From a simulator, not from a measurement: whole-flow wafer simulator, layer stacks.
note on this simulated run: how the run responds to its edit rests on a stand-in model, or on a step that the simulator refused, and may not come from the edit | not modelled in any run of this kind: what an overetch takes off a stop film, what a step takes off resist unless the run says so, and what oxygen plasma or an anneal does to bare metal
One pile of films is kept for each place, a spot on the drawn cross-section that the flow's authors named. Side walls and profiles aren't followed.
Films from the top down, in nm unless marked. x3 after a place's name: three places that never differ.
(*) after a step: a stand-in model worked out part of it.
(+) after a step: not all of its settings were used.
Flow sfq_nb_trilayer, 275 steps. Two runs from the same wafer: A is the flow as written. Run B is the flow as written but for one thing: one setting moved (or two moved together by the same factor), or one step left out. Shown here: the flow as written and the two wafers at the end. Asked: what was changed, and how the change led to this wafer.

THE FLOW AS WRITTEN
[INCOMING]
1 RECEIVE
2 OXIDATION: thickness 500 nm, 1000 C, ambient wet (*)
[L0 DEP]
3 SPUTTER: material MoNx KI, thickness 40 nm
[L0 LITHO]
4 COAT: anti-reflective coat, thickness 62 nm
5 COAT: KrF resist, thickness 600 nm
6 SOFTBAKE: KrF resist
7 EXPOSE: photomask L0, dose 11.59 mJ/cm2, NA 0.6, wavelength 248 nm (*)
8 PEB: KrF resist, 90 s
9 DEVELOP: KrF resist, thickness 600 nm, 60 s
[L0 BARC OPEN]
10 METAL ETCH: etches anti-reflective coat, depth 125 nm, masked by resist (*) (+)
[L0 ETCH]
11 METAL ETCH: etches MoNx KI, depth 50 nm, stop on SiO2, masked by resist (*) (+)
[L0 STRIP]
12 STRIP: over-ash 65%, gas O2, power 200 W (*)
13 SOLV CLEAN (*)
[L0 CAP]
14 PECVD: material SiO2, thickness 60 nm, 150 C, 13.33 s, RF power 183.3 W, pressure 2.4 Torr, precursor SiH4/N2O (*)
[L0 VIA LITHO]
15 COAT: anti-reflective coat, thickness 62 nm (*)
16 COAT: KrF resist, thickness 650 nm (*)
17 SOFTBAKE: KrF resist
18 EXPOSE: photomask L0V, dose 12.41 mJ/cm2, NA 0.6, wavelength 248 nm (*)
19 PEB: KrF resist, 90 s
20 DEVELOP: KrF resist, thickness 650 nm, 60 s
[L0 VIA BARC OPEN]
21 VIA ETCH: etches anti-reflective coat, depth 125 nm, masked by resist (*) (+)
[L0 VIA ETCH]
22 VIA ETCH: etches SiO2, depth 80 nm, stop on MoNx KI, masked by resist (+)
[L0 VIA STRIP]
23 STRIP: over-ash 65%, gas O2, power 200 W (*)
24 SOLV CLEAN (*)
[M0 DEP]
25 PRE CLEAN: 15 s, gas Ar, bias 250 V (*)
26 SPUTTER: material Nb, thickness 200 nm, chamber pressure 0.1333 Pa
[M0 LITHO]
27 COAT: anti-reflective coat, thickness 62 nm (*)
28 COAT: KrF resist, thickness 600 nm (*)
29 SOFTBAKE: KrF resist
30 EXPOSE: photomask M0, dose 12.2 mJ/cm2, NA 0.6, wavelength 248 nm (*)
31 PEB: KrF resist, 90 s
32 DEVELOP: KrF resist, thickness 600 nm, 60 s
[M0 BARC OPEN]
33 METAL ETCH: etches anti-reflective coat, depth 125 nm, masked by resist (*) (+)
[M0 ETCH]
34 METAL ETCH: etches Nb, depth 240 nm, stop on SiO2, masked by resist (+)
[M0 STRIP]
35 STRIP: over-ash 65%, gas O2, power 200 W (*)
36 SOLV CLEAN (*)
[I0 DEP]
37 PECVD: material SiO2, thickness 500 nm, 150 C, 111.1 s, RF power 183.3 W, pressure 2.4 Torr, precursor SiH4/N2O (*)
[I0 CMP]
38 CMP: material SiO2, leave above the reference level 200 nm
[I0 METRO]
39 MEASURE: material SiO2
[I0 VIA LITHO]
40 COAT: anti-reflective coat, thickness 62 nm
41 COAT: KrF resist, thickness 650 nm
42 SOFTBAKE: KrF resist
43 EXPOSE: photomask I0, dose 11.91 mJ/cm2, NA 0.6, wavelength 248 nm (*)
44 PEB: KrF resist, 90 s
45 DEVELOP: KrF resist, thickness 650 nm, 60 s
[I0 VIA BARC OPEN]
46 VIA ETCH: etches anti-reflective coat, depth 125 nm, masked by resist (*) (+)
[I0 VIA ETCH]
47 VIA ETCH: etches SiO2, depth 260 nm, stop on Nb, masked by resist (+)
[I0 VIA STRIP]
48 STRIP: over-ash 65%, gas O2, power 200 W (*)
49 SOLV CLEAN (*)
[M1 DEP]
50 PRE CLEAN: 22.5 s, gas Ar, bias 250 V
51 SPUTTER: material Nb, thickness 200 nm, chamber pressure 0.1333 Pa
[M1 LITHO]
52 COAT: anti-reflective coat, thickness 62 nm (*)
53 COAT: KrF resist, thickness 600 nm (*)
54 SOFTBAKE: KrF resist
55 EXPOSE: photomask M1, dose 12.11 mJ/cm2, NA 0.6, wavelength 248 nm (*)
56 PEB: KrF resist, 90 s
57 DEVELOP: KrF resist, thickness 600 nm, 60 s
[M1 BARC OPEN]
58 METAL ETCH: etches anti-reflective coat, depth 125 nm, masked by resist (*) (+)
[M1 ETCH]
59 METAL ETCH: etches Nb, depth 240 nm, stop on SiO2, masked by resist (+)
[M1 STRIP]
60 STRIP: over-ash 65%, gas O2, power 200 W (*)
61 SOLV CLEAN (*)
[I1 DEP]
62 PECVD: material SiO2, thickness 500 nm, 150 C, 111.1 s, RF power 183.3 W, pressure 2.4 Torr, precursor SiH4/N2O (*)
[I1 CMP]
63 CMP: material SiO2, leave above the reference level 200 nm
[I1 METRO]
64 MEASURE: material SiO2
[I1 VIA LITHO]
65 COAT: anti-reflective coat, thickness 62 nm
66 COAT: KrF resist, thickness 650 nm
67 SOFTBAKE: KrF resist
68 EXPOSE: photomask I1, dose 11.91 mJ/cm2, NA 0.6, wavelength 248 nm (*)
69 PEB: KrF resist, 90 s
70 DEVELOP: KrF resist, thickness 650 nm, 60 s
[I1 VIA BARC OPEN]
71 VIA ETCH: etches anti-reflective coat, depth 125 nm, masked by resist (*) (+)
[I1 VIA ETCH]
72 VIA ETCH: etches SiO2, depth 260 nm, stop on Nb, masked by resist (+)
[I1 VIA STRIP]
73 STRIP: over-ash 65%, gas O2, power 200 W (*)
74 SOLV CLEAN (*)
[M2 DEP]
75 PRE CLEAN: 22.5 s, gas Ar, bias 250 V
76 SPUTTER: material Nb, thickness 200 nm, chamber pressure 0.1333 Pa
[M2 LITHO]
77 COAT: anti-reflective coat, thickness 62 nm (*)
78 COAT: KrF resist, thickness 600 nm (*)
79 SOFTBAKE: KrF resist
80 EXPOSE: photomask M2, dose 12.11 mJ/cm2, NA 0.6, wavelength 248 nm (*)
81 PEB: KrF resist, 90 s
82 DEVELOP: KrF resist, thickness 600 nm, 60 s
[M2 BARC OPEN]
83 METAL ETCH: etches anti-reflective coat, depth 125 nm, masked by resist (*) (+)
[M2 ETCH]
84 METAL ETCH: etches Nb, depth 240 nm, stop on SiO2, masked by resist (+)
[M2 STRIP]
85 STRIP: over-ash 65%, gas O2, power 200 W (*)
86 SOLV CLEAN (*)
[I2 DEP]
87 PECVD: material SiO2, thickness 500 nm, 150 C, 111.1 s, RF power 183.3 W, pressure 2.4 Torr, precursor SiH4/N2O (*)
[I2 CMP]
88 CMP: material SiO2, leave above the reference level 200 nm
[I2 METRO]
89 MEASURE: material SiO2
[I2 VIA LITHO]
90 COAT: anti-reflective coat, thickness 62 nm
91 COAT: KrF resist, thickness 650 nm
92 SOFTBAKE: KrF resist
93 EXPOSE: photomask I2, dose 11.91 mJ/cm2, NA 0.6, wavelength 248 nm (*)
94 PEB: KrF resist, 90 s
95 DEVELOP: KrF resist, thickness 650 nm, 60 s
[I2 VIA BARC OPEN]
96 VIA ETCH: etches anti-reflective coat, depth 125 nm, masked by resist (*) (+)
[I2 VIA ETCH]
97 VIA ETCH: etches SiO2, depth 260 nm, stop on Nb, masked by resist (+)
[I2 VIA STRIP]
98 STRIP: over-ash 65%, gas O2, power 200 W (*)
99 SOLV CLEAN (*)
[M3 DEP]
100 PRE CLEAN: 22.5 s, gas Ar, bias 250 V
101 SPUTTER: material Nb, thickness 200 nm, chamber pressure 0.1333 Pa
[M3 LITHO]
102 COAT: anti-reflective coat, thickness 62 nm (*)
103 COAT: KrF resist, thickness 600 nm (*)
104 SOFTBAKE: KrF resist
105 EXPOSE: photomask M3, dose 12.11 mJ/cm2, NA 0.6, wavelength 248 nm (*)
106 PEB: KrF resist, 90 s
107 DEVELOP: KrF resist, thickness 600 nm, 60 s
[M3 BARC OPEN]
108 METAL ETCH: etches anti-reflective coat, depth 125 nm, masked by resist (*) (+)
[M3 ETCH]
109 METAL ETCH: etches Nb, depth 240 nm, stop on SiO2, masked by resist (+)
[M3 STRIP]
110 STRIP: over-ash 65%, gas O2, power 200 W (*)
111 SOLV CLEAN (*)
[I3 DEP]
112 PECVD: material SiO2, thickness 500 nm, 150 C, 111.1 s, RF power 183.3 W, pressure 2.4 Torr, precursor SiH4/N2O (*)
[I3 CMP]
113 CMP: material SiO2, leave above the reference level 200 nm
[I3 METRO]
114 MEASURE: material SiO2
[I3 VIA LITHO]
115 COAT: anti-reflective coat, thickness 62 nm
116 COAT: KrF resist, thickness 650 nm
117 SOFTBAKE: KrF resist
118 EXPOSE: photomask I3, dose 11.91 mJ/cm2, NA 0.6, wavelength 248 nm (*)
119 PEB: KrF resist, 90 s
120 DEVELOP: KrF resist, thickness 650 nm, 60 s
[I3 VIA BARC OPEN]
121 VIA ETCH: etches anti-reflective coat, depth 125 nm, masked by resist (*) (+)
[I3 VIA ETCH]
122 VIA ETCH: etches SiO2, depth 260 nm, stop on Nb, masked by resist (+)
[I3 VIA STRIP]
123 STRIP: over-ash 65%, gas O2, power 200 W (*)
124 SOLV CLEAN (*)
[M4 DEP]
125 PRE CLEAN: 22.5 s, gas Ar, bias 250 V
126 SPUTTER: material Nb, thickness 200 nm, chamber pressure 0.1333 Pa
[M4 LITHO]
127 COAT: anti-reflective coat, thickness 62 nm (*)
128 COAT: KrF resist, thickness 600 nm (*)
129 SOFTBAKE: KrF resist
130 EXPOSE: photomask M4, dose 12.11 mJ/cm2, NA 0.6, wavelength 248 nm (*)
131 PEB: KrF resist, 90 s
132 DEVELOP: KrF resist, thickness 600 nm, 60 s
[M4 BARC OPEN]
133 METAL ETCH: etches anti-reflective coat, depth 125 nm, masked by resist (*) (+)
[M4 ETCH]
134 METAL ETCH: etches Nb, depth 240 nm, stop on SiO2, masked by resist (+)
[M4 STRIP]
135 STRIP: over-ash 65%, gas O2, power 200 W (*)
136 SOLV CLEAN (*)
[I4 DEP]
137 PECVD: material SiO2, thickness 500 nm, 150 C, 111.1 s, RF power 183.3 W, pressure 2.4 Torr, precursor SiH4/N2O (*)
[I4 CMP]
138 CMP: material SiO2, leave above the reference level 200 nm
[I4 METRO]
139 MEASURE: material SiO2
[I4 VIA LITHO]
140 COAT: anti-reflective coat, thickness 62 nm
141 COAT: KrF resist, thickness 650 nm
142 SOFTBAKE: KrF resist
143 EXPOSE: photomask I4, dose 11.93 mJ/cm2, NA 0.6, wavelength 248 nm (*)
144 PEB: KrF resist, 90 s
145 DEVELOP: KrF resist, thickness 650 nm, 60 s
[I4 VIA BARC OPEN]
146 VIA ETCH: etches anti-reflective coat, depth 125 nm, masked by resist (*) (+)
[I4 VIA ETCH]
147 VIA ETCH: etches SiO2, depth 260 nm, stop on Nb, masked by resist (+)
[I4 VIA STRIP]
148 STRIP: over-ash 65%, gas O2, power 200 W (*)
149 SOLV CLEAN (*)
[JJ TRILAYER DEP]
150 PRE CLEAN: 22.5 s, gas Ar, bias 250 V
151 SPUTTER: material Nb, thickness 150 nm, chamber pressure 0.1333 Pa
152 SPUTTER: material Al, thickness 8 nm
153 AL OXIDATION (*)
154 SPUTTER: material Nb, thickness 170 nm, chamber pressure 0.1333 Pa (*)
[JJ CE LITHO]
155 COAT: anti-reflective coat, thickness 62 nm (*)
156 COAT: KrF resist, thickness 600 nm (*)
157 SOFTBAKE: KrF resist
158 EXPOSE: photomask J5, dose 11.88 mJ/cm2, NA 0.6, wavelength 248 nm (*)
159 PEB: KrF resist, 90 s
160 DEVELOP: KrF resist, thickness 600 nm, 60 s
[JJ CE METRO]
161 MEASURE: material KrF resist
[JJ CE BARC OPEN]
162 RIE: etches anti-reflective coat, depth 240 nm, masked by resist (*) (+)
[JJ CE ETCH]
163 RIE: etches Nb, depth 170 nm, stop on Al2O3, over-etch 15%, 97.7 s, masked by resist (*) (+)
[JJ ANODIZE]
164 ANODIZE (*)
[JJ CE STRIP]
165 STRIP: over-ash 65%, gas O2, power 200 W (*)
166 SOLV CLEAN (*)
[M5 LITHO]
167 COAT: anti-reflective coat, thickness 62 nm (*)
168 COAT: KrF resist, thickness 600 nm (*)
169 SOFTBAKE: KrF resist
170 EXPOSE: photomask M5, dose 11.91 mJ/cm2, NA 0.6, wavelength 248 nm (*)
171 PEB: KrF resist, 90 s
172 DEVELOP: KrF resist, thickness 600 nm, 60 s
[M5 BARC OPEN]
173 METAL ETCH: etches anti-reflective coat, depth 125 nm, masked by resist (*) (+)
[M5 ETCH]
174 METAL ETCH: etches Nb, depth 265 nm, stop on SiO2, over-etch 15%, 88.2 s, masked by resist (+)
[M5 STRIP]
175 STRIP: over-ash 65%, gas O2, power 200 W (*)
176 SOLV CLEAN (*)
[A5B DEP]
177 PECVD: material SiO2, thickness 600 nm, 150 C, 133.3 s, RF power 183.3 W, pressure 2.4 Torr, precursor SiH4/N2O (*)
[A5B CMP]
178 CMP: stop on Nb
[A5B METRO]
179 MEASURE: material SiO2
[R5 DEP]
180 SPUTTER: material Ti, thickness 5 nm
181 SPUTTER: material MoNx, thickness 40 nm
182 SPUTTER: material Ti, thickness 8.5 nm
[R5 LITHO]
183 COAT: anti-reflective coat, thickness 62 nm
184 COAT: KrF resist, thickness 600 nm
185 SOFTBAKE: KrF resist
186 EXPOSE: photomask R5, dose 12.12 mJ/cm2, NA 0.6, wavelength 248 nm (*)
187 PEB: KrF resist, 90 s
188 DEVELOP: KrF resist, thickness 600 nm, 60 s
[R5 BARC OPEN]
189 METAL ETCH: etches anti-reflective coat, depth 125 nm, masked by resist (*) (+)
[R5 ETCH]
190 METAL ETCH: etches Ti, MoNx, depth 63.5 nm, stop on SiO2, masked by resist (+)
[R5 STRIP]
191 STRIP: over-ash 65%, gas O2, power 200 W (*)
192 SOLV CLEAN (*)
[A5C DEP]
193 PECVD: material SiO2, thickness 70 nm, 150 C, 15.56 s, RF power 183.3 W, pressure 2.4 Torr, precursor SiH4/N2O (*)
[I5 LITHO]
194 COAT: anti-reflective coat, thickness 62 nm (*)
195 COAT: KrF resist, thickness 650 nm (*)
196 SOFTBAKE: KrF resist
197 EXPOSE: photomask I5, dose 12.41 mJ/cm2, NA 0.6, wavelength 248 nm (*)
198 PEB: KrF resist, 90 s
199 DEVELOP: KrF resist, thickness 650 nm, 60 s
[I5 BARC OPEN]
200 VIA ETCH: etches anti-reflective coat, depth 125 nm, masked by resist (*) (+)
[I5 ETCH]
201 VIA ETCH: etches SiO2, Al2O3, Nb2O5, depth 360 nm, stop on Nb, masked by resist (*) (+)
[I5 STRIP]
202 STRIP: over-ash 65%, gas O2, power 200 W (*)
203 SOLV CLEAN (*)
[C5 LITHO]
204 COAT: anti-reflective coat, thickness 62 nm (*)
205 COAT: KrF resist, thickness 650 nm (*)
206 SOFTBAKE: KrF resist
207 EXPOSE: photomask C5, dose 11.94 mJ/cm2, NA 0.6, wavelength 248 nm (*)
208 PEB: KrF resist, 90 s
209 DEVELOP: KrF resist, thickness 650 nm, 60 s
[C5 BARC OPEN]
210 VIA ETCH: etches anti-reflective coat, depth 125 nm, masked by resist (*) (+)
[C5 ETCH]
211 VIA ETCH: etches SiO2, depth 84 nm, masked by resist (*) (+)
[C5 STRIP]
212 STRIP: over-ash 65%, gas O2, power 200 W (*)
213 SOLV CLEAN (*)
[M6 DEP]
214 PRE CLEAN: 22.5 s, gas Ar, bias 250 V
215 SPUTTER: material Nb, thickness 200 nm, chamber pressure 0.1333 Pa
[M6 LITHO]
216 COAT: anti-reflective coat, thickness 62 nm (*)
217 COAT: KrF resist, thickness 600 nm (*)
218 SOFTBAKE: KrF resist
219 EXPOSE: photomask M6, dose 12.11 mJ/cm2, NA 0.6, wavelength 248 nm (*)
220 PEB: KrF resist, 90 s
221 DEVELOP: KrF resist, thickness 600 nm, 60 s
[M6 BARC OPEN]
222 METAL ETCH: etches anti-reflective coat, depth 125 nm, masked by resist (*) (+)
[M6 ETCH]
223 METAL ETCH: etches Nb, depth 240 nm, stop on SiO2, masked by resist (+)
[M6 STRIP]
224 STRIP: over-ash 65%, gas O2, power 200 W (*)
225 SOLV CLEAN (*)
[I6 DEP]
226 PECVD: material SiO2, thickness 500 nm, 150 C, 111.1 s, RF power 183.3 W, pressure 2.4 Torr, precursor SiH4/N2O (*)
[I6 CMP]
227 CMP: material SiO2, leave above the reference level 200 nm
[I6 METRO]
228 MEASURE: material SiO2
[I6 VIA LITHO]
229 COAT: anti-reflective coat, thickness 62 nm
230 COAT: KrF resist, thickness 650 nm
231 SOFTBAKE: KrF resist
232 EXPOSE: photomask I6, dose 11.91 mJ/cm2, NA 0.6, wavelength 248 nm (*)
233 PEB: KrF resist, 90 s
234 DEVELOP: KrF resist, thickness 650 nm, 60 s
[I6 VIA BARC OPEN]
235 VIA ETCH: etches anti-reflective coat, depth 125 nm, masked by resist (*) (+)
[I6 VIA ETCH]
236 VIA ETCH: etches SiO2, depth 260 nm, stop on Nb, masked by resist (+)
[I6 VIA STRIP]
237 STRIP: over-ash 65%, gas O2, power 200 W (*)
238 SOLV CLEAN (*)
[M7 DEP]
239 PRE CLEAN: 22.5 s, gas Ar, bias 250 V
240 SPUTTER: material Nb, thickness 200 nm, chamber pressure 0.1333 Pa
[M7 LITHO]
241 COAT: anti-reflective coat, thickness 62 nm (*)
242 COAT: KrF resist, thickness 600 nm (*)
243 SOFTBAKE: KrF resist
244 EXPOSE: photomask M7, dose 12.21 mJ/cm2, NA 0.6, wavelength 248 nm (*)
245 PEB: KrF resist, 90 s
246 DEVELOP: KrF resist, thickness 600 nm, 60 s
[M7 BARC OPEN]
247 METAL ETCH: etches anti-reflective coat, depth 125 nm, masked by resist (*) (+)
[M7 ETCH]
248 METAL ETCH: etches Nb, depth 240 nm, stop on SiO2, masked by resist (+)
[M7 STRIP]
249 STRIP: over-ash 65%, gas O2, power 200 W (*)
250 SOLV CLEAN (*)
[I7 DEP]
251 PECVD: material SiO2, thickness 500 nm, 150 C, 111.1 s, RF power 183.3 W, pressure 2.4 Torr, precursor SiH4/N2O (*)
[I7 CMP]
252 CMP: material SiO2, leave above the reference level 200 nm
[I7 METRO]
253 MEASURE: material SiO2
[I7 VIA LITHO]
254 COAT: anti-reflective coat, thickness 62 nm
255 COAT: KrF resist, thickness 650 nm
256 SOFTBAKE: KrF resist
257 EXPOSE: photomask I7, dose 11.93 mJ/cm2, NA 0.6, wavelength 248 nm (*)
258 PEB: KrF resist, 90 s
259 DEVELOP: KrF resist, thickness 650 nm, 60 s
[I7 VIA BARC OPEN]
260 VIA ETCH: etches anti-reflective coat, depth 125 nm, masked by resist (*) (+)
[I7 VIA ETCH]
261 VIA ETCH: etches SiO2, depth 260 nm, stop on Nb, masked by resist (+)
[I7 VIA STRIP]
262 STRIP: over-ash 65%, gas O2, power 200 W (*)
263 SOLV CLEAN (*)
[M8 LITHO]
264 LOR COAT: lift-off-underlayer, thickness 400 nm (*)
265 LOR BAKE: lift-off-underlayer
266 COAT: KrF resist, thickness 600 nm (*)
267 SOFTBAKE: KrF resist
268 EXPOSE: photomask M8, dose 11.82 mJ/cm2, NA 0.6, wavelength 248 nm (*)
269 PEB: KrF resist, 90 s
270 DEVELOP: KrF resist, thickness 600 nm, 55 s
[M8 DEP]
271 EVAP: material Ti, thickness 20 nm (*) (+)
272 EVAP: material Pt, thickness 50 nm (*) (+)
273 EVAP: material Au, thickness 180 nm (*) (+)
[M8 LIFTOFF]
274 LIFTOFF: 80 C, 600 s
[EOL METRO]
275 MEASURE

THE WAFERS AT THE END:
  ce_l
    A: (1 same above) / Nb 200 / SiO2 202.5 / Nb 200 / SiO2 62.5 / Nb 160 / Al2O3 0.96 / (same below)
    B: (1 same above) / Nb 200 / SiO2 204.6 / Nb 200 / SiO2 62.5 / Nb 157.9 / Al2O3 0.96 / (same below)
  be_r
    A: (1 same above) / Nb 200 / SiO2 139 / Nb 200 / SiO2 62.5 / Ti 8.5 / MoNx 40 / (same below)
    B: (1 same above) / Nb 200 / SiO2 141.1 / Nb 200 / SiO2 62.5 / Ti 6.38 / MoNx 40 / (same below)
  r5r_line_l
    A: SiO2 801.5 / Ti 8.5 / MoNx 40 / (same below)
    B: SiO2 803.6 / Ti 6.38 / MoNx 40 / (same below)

The cause: step 182, SPUTTER: thickness 6.375 nm was run, where the flow has thickness 8.5 nm.
It can be read off the wafer: be_r has Ti 6.38, and step 182 as written asks for 8.5 nm.

How the change led to this, step by step:
  182 SPUTTER: material Ti, thickness 8.5 nm
      field_l, v_sur, via_wl and 103 more: A Ti +8.5 (new film) | B Ti +6.38 (new film)
  190 METAL ETCH: etches Ti, MoNx, depth 63.5 nm, stop on SiO2, masked by resist (+)
      field_l, v_sur, via_wl and 92 more: A Ti -8.5 (all of it), MoNx -40 (all of it), Ti -5 (all of it) | B Ti -6.38 (all of it), MoNx -40 (all of it), Ti -5 (all of it)
      ce_l, c5j, ce_r, wl_jj: A Ti -8.5 (all of it), MoNx -40 (all of it), Ti -5 (all of it), Nb -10 | B Ti -6.38 (all of it), MoNx -40 (all of it), Ti -5 (all of it), Nb -12.1
